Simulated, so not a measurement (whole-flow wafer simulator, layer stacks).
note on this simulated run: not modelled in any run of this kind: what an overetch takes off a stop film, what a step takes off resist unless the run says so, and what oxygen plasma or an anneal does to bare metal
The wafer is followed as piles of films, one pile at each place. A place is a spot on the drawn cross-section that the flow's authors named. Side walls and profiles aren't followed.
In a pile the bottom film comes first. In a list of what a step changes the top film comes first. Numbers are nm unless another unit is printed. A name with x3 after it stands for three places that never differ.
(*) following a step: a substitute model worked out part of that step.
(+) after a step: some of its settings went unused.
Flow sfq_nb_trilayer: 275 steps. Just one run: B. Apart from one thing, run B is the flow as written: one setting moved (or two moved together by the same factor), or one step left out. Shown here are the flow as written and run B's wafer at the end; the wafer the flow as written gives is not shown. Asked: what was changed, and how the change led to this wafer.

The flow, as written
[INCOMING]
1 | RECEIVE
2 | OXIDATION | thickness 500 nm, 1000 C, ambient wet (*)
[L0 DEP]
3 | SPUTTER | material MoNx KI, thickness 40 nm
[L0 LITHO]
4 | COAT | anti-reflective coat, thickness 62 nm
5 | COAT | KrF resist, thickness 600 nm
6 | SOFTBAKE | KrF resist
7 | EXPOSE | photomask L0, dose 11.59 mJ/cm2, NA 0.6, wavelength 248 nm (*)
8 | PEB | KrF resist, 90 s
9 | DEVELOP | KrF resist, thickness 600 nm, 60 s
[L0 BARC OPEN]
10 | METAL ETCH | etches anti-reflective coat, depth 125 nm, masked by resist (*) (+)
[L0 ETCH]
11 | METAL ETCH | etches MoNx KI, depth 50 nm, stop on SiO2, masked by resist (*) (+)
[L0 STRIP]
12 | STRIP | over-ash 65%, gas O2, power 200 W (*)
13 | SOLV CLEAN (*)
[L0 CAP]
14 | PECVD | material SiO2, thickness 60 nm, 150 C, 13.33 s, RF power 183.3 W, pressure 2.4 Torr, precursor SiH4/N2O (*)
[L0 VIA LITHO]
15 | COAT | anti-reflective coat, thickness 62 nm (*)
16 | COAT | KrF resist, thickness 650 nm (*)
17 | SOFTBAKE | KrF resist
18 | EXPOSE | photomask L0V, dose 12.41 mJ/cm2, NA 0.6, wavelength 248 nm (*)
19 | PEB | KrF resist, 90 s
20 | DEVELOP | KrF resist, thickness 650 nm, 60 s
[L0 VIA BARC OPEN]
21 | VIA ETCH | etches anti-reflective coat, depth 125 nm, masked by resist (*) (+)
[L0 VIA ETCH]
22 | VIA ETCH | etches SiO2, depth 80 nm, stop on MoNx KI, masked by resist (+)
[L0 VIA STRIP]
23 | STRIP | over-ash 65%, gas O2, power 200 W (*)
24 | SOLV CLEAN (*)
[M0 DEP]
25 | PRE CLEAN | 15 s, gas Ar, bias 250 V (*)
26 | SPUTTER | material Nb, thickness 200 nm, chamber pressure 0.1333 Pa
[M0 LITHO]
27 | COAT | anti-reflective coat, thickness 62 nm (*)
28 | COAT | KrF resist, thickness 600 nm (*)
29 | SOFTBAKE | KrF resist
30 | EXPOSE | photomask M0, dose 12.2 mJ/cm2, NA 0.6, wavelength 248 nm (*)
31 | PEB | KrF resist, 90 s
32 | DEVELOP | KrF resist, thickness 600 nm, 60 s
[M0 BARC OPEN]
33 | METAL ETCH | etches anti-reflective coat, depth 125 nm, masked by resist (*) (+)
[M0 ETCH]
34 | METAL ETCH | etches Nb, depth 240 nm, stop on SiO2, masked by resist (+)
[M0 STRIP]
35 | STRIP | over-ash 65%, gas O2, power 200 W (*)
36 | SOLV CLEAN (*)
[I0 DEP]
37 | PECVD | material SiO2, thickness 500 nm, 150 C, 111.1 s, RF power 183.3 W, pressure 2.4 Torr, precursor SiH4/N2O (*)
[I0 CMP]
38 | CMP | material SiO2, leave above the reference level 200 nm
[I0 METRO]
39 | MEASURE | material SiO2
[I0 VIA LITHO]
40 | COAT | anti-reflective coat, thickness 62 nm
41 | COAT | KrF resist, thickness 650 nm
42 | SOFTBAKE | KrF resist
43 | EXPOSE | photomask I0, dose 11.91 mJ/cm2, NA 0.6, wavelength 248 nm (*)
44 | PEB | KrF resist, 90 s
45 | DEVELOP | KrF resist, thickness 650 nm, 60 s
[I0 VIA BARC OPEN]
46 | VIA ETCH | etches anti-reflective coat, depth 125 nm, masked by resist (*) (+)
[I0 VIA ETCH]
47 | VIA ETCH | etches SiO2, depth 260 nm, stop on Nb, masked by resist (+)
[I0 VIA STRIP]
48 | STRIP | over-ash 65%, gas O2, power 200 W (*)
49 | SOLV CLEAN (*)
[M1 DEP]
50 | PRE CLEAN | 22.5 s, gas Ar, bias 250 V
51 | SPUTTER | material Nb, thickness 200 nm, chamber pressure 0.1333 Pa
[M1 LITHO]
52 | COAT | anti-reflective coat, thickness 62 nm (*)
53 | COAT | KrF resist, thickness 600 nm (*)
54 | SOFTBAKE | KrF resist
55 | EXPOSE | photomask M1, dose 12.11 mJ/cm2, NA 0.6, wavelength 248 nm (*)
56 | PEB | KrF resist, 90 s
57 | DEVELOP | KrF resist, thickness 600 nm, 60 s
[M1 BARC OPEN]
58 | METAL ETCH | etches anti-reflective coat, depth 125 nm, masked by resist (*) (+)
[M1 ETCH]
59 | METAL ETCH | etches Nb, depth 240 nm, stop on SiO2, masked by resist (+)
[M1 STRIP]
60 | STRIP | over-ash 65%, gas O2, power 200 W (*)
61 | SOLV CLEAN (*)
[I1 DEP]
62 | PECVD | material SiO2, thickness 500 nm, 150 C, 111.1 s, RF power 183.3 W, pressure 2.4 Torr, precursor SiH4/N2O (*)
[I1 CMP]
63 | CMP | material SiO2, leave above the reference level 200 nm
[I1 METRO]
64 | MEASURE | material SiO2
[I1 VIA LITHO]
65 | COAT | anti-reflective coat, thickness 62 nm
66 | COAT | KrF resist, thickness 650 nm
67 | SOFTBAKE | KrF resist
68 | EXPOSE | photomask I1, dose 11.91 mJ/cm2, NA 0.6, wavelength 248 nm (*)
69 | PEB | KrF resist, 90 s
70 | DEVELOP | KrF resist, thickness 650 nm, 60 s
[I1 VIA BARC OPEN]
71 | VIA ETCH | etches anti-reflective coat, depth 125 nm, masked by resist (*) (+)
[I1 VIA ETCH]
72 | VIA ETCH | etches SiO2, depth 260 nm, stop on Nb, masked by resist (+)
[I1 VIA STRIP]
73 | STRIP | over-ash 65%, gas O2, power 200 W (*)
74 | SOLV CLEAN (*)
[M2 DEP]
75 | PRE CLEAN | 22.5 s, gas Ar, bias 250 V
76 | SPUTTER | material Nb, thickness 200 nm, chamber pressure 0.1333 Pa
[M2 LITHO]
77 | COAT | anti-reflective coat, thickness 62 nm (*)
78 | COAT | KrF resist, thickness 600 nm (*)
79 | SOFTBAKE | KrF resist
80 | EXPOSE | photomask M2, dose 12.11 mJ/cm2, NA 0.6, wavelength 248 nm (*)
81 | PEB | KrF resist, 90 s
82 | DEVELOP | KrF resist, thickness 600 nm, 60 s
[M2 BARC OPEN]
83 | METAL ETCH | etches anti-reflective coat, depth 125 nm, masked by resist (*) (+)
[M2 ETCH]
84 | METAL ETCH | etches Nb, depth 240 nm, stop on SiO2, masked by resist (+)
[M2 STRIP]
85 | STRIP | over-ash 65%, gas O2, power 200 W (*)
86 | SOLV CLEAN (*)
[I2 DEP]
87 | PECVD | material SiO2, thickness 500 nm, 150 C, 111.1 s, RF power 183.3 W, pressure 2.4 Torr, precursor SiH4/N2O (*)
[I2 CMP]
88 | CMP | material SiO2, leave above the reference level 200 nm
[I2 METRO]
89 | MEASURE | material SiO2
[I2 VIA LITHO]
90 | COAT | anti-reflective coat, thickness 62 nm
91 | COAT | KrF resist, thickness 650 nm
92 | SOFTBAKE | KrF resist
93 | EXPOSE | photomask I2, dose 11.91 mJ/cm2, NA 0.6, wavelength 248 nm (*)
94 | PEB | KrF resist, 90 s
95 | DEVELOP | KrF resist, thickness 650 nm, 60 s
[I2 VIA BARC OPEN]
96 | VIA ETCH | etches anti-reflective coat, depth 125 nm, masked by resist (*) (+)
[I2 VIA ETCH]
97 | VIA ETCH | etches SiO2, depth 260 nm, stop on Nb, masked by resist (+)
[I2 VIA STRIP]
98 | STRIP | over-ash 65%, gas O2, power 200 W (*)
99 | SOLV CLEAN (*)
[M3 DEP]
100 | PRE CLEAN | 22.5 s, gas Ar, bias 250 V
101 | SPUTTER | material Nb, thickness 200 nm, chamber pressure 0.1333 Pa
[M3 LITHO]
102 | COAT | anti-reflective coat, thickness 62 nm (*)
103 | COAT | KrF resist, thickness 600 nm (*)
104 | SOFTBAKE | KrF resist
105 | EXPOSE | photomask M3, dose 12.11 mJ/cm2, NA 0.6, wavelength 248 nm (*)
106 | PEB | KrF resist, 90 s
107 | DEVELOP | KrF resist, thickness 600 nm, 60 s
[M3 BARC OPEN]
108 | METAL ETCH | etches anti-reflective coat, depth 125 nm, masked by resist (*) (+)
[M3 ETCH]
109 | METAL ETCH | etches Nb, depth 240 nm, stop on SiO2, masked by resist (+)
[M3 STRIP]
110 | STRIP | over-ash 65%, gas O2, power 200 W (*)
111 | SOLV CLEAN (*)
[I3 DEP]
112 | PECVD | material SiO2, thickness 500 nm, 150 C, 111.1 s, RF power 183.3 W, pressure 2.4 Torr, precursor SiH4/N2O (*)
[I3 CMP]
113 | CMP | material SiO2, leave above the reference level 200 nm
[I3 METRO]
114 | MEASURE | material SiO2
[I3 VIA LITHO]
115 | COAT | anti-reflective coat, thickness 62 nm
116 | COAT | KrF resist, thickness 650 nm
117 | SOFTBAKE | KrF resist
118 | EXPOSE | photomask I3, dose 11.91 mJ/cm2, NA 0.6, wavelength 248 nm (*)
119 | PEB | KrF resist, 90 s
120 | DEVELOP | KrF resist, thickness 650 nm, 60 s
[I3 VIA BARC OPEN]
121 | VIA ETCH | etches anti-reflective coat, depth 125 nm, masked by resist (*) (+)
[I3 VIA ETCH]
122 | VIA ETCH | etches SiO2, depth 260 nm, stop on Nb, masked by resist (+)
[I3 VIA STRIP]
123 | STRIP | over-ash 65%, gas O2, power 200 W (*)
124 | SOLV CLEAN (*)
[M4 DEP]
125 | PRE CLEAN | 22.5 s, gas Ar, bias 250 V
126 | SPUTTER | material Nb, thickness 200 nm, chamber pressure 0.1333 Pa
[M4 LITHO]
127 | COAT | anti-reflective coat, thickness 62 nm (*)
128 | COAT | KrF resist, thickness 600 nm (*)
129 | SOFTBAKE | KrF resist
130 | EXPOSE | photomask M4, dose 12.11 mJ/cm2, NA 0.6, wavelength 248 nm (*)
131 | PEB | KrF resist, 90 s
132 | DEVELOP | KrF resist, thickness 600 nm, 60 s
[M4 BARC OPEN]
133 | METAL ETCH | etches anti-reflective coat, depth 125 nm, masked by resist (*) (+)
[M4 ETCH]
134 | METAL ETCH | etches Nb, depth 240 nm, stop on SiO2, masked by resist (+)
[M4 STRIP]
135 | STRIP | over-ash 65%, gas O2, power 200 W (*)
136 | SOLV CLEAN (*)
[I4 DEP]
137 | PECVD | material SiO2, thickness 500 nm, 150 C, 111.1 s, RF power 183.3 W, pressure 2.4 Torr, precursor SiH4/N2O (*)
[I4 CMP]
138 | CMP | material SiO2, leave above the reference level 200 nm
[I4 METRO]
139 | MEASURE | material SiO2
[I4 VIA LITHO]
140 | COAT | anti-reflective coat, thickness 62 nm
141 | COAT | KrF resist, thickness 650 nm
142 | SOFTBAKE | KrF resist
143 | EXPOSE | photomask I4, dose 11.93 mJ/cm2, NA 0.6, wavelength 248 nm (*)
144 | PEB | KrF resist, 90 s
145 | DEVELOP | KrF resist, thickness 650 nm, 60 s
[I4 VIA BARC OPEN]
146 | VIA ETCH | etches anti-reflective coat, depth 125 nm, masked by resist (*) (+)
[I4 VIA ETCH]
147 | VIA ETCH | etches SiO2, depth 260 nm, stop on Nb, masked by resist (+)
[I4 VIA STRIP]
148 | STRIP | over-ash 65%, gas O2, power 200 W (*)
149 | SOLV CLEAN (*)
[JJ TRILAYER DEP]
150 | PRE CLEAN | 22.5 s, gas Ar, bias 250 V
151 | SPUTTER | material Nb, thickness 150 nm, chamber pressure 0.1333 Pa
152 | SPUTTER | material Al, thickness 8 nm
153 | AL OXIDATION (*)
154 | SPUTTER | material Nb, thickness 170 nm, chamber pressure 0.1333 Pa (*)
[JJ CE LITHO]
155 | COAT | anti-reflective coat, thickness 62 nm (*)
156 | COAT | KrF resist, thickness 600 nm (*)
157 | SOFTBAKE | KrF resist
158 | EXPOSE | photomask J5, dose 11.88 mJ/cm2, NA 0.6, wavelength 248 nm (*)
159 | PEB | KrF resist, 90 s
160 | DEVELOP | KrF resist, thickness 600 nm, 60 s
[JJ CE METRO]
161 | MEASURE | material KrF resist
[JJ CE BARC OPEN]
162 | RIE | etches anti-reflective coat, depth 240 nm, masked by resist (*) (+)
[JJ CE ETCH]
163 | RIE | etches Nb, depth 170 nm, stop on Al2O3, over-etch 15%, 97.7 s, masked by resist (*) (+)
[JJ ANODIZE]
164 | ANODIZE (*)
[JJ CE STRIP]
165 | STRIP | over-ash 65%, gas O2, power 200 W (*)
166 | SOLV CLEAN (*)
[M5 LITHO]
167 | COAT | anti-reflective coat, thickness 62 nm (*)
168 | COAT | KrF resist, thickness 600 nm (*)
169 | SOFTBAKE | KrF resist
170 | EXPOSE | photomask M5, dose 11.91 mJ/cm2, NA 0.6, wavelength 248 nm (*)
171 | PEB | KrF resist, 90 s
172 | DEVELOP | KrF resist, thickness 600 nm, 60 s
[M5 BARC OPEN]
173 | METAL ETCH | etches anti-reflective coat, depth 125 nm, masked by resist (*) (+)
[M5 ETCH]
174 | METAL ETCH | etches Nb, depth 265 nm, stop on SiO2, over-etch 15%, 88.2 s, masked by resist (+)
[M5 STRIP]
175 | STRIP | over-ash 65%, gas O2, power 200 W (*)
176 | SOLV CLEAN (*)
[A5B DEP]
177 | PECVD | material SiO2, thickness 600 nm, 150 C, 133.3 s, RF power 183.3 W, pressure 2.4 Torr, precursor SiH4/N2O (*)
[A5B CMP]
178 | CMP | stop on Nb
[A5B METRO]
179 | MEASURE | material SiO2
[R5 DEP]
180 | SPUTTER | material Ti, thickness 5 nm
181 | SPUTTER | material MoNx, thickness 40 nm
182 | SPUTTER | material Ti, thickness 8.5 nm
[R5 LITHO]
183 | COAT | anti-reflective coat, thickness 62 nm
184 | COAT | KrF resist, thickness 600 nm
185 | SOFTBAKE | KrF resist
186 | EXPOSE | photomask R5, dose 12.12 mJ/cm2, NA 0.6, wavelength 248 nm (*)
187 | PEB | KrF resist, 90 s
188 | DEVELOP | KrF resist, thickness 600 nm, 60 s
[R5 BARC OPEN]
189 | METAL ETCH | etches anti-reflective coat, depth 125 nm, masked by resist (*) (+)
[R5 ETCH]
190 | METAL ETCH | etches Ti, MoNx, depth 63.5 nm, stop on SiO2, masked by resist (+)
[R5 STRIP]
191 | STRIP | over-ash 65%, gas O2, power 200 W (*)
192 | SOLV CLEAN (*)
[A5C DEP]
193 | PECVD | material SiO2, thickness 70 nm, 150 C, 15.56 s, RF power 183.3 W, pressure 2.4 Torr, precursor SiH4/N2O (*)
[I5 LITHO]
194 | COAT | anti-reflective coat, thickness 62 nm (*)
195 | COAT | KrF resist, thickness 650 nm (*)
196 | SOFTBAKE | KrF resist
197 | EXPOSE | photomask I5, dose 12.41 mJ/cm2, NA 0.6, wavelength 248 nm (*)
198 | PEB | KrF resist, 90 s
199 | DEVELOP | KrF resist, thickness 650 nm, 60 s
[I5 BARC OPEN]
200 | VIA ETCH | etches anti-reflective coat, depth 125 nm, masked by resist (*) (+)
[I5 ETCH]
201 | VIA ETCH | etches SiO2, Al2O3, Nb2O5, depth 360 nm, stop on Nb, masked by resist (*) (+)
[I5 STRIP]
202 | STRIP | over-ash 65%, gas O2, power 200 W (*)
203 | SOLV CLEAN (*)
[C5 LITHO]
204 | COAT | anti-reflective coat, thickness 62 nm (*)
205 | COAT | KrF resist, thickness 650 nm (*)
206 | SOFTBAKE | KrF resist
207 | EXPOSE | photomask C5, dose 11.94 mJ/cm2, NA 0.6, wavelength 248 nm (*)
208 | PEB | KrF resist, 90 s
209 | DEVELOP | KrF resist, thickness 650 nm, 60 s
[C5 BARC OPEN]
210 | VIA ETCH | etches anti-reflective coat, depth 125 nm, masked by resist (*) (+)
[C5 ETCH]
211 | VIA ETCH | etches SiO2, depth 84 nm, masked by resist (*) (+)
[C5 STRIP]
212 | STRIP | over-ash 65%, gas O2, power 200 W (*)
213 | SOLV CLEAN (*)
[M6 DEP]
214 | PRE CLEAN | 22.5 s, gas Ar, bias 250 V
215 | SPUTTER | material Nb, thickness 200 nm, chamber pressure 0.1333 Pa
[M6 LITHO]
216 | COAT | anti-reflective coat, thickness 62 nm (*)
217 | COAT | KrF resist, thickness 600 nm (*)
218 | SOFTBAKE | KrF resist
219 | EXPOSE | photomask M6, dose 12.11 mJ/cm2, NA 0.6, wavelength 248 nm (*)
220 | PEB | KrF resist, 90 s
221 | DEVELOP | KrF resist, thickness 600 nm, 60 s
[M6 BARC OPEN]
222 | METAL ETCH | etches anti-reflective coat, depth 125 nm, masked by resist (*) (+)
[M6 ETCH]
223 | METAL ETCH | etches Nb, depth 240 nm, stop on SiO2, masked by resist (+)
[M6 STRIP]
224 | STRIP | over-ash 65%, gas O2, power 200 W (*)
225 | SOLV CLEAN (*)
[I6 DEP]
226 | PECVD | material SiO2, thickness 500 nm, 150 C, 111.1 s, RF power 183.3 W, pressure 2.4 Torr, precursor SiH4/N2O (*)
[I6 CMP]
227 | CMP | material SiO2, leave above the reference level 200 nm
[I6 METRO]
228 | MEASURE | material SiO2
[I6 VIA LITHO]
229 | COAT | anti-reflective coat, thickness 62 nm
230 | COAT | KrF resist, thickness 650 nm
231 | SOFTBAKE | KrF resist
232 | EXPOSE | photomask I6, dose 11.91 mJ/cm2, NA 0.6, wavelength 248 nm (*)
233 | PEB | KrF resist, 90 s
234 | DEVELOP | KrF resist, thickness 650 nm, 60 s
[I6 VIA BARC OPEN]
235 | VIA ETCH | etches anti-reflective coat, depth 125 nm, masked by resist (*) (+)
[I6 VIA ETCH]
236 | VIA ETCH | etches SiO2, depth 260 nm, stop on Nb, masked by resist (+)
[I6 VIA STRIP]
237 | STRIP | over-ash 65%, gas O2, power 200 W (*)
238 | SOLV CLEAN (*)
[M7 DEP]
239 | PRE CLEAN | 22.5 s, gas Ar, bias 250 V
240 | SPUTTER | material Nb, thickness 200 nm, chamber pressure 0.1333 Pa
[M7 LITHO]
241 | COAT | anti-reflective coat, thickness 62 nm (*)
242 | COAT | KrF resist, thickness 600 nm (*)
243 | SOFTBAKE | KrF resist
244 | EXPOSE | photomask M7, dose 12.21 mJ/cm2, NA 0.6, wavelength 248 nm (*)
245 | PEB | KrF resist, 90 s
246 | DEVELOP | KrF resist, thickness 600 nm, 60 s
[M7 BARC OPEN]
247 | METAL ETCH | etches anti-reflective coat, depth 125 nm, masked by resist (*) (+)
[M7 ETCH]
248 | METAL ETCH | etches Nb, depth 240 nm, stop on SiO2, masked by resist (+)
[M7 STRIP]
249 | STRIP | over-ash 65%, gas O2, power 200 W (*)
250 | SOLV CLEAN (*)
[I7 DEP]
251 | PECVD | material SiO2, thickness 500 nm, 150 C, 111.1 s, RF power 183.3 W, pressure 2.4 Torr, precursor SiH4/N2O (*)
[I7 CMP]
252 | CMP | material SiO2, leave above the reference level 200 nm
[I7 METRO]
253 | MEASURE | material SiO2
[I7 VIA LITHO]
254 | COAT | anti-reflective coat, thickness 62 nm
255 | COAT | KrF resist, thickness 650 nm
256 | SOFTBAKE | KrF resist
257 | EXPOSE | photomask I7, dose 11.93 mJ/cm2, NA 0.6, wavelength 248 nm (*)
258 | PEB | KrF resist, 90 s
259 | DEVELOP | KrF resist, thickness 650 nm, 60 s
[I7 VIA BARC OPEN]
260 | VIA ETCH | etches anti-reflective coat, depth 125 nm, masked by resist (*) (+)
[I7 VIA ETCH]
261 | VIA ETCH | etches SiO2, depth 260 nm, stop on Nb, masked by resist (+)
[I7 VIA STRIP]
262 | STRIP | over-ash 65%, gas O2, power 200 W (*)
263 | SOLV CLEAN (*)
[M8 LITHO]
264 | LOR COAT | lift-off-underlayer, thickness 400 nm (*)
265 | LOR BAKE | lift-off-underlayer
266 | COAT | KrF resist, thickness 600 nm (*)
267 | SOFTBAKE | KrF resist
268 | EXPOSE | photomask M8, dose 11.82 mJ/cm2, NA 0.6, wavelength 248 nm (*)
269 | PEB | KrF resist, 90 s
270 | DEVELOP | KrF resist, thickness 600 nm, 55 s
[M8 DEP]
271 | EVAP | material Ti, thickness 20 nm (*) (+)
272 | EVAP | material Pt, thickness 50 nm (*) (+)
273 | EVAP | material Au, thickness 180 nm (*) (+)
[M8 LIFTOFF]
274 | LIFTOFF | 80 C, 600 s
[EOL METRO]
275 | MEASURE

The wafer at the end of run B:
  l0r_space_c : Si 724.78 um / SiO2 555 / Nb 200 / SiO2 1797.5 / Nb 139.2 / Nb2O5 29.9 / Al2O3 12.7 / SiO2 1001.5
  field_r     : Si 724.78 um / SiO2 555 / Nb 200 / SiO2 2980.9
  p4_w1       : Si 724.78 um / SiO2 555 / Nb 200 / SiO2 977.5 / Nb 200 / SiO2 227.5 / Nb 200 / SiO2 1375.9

The reason: step 113, CMP: leave above the reference level 235 nm was run, while the flow as written has leave above the reference level 200 nm.

The path from the change to this, step by step:
  113 | CMP | material SiO2, leave above the reference level 200 nm
      field_l, be, be_sur and 64 more: -65 SiO2 (as written it would have been: -100 SiO2)
      v_sur, via_wl, via_wr and 27 more: -265 SiO2 (as written it would have been: -300 SiO2)
      (also at 9 further places)
  122 | VIA ETCH | etches SiO2, depth 260 nm, stop on Nb, masked by resist (+)
      via_v: -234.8 SiO2 (all of it) (as written it would have been: -199.8 SiO2 (all of it))
  126 | SPUTTER | material Nb, thickness 200 nm, chamber pressure 0.1333 Pa
      via_v: +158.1 Nb (as written it would have been: +165.5 Nb)
  127 | COAT | anti-reflective coat, thickness 62 nm (*)
      via_v: +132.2 anti-reflective coat (new film) (as written it would have been: +124.8 anti-reflective coat (new film))
  128 | COAT | KrF resist, thickness 600 nm (*)
      via_v: +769 KrF resist (new film) (as written it would have been: +739.8 KrF resist (new film))
  135 | STRIP | over-ash 65%, gas O2, power 200 W (*)
      via_v: -550.9 KrF resist (all of it), -132.2 anti-reflective coat (all of it) (as written it would have been: -521.8 KrF resist (all of it), -124.8 anti-reflective coat (all of it))
  137 | PECVD | material SiO2, thickness 500 nm, 150 C, 111.1 s, RF power 183.3 W, pressure 2.4 Torr, precursor SiH4/N2O (*)
      via_v: +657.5 SiO2 (new film) (as written it would have been: +615 SiO2 (new film))
